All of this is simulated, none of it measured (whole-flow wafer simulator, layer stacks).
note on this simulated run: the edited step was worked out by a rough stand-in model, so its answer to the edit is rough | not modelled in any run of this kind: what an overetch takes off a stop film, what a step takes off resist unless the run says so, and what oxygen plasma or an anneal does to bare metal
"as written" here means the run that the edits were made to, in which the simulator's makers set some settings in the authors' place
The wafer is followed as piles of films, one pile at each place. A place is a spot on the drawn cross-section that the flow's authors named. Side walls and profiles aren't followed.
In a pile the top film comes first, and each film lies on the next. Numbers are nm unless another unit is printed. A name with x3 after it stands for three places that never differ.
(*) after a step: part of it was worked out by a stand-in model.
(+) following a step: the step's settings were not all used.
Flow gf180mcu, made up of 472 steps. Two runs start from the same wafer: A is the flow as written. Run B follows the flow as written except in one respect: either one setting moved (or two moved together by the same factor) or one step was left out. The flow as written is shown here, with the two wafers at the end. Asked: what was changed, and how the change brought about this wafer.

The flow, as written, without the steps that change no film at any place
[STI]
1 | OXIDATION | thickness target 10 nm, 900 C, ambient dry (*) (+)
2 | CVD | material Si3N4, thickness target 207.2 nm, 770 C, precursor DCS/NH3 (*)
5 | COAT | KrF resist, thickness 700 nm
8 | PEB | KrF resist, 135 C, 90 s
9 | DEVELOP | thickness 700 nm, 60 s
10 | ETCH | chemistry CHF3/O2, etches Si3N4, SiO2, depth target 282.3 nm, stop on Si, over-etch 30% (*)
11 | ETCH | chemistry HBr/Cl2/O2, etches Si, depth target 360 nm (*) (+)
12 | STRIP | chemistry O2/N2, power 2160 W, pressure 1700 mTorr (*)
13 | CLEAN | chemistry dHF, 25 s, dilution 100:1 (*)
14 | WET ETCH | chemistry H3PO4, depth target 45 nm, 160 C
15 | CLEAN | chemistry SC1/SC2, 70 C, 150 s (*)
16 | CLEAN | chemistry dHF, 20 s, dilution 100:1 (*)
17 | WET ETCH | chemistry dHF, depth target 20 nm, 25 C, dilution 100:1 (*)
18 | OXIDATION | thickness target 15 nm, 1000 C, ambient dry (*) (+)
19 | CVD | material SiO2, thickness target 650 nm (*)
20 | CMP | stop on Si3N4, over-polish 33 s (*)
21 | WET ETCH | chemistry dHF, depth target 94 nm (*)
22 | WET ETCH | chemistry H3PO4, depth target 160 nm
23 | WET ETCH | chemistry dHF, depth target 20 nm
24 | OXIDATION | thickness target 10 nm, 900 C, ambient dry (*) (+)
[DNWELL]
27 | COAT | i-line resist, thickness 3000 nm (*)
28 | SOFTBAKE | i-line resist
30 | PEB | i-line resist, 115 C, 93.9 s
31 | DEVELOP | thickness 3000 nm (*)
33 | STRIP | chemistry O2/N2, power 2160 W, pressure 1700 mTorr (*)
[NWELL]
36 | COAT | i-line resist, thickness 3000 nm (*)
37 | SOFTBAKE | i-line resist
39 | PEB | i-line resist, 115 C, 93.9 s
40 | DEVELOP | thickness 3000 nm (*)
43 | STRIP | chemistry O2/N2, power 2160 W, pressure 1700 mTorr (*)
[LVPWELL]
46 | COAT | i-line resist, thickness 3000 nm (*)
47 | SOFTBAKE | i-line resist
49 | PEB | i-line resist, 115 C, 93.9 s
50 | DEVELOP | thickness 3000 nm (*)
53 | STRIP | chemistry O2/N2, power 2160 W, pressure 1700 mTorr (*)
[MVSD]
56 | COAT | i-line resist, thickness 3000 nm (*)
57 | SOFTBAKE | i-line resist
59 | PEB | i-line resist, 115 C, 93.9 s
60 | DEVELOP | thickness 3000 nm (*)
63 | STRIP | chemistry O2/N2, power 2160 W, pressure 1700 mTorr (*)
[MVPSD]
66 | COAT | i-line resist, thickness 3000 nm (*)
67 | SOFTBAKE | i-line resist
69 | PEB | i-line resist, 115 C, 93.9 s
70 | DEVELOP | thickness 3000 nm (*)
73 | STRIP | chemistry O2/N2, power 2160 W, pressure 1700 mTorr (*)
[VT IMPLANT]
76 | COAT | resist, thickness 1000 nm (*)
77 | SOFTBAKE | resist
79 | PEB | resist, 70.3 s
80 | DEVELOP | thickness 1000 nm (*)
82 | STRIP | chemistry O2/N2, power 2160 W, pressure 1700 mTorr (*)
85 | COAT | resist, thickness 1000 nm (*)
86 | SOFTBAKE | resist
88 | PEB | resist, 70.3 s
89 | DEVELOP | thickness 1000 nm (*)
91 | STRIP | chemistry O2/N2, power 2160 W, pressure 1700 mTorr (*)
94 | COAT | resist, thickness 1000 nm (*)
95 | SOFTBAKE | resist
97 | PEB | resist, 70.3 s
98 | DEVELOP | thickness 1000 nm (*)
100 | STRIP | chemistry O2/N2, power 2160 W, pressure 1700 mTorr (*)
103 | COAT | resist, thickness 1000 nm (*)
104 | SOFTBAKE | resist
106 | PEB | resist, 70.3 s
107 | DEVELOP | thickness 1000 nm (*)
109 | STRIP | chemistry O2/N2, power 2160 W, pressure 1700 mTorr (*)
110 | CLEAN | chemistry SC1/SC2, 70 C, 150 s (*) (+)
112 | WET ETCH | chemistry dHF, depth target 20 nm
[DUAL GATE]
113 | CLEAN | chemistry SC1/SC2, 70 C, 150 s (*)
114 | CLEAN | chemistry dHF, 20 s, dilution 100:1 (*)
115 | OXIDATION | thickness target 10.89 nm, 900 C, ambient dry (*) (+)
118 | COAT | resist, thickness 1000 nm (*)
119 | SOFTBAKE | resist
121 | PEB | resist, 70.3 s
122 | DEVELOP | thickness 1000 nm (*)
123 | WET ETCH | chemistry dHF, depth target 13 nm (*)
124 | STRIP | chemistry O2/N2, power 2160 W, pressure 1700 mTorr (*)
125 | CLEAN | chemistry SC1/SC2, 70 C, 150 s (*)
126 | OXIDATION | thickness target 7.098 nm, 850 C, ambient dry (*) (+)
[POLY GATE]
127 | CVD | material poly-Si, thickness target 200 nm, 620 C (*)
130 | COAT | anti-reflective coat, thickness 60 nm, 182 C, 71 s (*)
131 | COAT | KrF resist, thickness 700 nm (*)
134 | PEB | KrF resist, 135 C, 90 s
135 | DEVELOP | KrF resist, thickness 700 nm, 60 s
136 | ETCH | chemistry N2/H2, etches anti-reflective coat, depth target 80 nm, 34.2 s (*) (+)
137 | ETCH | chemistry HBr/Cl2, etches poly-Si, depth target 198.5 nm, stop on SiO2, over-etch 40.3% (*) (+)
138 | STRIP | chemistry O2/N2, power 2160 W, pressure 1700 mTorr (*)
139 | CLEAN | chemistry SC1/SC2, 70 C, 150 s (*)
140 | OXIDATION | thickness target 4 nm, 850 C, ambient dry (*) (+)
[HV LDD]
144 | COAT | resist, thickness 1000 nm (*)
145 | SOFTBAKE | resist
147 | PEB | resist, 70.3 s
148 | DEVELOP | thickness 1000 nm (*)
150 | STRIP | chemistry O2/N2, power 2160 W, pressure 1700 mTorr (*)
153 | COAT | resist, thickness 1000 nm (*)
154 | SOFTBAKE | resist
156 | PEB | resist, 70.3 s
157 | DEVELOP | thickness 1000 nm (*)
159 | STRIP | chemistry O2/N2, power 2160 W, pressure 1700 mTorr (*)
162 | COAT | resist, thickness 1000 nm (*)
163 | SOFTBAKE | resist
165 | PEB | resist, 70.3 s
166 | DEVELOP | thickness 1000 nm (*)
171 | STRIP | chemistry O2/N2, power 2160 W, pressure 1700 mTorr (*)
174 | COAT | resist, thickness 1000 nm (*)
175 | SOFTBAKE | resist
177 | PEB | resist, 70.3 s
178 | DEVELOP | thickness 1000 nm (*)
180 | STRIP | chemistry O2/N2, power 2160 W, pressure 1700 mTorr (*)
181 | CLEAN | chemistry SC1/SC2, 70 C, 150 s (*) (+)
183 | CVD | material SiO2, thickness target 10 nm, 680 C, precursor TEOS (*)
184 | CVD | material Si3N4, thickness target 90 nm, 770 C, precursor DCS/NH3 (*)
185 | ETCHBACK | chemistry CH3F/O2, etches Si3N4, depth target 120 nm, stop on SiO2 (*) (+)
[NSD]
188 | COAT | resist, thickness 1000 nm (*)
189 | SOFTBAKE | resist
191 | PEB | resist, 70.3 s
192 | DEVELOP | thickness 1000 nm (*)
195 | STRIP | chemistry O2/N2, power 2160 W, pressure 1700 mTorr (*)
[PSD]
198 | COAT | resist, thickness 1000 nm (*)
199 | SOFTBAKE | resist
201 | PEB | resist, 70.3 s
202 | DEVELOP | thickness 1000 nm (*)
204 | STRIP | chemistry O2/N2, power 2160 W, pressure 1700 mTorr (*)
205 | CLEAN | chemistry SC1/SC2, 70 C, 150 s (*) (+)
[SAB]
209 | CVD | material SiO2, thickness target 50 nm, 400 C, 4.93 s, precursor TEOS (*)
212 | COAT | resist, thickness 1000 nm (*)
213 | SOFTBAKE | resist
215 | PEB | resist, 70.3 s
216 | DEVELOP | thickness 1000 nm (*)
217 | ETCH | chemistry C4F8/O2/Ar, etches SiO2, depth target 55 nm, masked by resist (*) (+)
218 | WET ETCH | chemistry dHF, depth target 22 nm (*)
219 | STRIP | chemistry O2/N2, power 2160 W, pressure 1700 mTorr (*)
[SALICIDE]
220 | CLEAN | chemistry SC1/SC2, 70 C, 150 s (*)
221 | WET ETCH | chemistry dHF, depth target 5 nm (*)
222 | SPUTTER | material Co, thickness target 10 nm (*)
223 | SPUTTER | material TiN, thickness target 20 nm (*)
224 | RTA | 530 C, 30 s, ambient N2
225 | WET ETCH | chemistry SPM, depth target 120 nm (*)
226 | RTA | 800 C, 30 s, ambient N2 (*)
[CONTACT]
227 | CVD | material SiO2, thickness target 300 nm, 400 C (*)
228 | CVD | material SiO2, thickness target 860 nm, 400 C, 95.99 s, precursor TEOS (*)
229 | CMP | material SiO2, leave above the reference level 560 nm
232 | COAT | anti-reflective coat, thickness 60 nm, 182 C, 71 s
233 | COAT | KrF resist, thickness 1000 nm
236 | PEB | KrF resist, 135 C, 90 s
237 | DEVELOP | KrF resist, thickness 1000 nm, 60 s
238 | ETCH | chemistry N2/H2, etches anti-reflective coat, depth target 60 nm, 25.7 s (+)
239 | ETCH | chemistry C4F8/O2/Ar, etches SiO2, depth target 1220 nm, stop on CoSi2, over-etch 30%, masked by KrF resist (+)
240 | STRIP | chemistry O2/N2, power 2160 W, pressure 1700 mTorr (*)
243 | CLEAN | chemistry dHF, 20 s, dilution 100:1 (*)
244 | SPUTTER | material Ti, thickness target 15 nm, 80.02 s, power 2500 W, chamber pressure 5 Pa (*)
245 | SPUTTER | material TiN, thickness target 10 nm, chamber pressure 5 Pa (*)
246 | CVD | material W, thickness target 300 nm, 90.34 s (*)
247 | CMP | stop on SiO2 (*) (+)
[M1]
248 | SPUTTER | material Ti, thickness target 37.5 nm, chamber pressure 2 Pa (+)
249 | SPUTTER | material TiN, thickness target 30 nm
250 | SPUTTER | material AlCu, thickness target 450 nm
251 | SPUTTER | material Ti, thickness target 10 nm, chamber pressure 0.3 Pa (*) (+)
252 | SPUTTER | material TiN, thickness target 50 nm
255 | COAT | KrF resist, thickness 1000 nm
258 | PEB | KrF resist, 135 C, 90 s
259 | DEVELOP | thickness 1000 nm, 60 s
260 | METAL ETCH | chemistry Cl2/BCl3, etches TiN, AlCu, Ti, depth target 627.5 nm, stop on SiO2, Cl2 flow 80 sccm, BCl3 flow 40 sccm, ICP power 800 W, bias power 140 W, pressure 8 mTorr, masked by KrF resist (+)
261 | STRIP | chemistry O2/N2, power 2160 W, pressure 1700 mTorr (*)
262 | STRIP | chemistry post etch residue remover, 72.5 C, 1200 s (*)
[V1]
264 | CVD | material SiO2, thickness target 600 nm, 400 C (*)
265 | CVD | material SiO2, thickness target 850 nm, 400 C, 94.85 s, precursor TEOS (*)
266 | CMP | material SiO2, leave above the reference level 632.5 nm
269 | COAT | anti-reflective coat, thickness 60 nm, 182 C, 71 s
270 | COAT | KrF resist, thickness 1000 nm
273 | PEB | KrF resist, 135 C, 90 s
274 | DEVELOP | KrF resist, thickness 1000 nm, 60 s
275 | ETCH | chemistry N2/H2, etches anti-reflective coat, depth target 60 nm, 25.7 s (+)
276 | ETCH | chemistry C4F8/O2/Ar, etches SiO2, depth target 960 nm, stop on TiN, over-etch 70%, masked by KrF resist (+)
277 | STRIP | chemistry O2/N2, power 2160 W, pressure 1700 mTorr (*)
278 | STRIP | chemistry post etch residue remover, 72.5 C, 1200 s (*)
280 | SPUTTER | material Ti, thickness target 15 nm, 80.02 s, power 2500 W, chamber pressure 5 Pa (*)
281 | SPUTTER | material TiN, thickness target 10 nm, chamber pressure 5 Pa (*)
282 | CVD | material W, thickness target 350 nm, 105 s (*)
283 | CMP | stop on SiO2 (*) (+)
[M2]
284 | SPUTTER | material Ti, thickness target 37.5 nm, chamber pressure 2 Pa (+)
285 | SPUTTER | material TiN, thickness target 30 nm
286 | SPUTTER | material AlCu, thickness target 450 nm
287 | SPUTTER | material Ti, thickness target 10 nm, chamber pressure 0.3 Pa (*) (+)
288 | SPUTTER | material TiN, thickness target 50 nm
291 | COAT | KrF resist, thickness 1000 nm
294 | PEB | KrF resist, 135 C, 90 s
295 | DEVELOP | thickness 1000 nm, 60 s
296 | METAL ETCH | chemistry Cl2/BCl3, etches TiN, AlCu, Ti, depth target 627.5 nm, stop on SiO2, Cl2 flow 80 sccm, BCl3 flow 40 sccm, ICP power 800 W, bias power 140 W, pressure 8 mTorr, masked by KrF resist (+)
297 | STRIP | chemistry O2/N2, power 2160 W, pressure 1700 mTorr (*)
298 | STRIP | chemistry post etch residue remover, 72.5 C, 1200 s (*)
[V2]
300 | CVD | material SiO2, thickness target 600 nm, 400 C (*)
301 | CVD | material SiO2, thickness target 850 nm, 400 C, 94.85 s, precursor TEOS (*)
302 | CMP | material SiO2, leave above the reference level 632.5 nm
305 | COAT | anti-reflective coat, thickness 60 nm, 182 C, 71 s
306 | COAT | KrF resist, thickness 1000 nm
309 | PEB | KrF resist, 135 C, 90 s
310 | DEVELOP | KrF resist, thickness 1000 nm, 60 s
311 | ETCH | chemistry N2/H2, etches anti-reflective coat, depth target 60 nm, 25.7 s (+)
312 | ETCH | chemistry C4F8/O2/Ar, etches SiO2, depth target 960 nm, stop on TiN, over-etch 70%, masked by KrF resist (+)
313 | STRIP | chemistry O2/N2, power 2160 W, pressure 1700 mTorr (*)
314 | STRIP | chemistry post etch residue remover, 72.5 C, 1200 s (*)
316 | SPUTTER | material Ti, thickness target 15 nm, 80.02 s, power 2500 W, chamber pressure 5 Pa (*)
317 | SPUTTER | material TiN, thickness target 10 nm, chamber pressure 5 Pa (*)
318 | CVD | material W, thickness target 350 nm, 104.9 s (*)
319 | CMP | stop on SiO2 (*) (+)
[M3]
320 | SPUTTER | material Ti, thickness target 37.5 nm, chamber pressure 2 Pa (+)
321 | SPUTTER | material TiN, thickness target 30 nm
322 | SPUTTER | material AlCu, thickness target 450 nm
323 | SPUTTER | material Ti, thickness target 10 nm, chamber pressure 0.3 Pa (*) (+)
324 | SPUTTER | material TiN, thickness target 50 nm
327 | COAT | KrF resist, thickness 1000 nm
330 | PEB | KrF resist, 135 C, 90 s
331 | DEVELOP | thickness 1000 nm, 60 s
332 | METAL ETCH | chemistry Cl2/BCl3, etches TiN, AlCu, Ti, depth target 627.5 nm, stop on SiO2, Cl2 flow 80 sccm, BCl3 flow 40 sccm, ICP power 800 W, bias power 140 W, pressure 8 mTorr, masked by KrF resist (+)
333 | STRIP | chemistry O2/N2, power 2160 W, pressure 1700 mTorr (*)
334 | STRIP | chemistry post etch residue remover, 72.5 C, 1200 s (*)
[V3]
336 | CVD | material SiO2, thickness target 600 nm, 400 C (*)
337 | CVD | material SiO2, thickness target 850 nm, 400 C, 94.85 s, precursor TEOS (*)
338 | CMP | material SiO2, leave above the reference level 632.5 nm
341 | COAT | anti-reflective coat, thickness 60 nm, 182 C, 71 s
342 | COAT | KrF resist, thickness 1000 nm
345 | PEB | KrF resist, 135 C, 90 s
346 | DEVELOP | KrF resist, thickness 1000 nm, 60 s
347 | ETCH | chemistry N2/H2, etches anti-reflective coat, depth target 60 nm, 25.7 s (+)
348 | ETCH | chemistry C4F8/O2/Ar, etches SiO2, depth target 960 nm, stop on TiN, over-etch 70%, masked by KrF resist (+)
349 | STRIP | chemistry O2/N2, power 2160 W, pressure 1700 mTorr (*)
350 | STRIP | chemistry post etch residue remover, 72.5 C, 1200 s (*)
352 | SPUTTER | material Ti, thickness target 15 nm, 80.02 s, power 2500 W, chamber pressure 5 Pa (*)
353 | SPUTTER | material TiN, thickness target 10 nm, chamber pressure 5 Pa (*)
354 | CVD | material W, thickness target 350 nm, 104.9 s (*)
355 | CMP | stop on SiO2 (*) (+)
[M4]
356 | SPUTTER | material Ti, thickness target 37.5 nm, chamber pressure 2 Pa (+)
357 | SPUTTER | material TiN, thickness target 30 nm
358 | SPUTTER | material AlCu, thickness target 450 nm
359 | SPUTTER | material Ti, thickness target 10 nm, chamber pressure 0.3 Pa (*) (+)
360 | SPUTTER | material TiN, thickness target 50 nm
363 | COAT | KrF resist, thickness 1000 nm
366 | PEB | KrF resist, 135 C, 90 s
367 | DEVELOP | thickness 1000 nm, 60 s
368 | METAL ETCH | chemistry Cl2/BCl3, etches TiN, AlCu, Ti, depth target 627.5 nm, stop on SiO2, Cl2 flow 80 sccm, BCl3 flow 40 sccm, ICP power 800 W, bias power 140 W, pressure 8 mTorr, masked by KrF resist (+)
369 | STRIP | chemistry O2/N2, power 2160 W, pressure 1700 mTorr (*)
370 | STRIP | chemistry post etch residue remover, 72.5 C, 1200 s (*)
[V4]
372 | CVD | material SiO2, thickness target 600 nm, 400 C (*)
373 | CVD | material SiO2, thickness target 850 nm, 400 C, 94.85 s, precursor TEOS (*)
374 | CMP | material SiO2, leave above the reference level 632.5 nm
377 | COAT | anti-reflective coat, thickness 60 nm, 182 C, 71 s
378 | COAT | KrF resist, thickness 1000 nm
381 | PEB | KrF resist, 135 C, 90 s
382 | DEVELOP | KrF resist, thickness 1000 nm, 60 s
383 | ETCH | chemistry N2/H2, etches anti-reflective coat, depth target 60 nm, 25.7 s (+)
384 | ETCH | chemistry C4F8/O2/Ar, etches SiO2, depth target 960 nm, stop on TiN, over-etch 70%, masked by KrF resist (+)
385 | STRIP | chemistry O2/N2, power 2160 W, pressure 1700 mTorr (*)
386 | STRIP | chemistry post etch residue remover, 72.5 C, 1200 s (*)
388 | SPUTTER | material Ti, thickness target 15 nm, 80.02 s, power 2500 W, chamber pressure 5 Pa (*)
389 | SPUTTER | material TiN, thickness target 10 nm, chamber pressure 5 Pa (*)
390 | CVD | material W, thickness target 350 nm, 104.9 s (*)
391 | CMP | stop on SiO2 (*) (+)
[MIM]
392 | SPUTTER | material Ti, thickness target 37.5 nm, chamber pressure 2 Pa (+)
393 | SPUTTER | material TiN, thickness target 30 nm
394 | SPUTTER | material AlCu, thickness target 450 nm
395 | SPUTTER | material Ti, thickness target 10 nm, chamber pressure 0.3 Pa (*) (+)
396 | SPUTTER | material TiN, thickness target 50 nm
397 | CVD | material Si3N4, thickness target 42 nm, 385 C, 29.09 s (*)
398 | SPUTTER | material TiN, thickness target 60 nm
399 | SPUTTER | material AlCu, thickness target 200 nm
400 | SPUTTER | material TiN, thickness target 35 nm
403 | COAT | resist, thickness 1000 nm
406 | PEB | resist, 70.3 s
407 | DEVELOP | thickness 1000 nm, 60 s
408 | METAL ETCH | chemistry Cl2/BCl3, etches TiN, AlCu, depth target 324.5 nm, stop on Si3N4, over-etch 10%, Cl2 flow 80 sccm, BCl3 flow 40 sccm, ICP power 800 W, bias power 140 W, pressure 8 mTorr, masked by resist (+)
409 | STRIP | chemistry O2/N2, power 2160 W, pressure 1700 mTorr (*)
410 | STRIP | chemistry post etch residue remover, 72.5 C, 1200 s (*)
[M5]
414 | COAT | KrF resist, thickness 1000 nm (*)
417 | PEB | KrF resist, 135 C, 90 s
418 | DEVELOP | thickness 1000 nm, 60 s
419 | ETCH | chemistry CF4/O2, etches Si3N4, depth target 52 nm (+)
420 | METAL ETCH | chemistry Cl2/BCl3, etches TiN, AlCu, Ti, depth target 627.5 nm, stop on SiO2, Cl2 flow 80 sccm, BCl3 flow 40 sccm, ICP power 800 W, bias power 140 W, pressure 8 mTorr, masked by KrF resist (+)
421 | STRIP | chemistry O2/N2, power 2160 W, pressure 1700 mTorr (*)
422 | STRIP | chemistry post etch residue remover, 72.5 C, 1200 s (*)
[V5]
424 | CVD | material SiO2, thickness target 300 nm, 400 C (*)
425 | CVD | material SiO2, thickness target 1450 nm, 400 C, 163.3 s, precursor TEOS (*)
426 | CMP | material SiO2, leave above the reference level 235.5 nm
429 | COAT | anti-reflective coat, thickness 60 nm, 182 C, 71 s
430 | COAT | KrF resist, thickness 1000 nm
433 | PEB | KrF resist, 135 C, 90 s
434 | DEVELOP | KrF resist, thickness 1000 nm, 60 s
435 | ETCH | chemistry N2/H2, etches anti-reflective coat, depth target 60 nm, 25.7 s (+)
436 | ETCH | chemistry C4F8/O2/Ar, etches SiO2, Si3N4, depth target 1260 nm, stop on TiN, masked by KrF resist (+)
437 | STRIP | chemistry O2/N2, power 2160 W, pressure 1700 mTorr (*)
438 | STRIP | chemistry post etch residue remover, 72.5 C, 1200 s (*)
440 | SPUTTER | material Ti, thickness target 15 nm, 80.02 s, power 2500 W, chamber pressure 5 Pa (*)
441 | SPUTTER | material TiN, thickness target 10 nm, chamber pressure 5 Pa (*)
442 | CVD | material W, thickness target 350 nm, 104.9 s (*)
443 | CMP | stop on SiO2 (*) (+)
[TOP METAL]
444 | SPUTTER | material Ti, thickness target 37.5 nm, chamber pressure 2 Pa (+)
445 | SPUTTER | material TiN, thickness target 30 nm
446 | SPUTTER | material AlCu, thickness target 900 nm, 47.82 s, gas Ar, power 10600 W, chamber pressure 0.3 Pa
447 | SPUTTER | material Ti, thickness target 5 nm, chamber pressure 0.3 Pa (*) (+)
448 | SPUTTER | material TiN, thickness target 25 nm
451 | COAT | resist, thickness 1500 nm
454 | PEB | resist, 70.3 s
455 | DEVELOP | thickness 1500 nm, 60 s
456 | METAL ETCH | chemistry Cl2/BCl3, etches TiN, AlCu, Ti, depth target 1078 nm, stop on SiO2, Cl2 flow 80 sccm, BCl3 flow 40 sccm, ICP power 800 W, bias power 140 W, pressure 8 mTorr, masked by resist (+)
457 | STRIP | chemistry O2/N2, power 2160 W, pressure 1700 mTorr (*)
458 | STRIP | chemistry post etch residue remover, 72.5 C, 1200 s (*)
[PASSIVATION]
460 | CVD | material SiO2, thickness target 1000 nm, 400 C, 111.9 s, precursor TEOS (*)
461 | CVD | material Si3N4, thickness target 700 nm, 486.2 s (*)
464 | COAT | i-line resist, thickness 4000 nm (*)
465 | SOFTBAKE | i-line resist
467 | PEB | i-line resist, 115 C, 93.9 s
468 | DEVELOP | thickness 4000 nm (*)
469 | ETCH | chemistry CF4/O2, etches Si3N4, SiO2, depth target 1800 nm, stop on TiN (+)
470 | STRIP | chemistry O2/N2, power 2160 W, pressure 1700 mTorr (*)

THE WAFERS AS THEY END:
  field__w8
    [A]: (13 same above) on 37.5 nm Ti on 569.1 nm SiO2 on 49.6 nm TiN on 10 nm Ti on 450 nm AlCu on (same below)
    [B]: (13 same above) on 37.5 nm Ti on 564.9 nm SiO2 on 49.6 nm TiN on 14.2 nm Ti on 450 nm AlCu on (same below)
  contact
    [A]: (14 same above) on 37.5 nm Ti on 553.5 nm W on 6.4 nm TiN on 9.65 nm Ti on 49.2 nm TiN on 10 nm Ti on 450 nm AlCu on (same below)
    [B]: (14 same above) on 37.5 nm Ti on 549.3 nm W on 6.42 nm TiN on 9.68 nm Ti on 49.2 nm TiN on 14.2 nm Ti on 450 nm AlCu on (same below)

The reason: step 359, SPUTTER: thickness target 14.2 nm was run, whereas the flow has thickness target 10 nm.
The wafer lets one read it off: field__w8 has Ti 14.2, and step 359 as written asks for 10 nm.

Step by step, how the change led to this:
  359 | SPUTTER | material Ti, thickness target 10 nm, chamber pressure 0.3 Pa (*) (+)
      field, field__w1, field__w2 and 108 more: A Ti gains 10 (new film) | B Ti gains 14.2 (new film)
  368 | METAL ETCH | chemistry Cl2/BCl3, etches TiN, AlCu, Ti, depth target 627.5 nm, stop on SiO2, Cl2 flow 80 sccm, BCl3 flow 40 sccm, ICP power 800 W, bias power 140 W, pressure 8 mTorr, masked by KrF resist (+)
      field, field__w1, field__w2 and 103 more: A TiN loses 50 (all of it), Ti loses 10 (all of it), AlCu loses 450 (all of it), TiN loses 30 (all of it), Ti loses 37.5 (all of it) | B TiN loses 50 (all of it), Ti loses 14.2 (all of it), AlCu loses 450 (all of it), TiN loses 30 (all of it), Ti loses 37.5 (all of it)
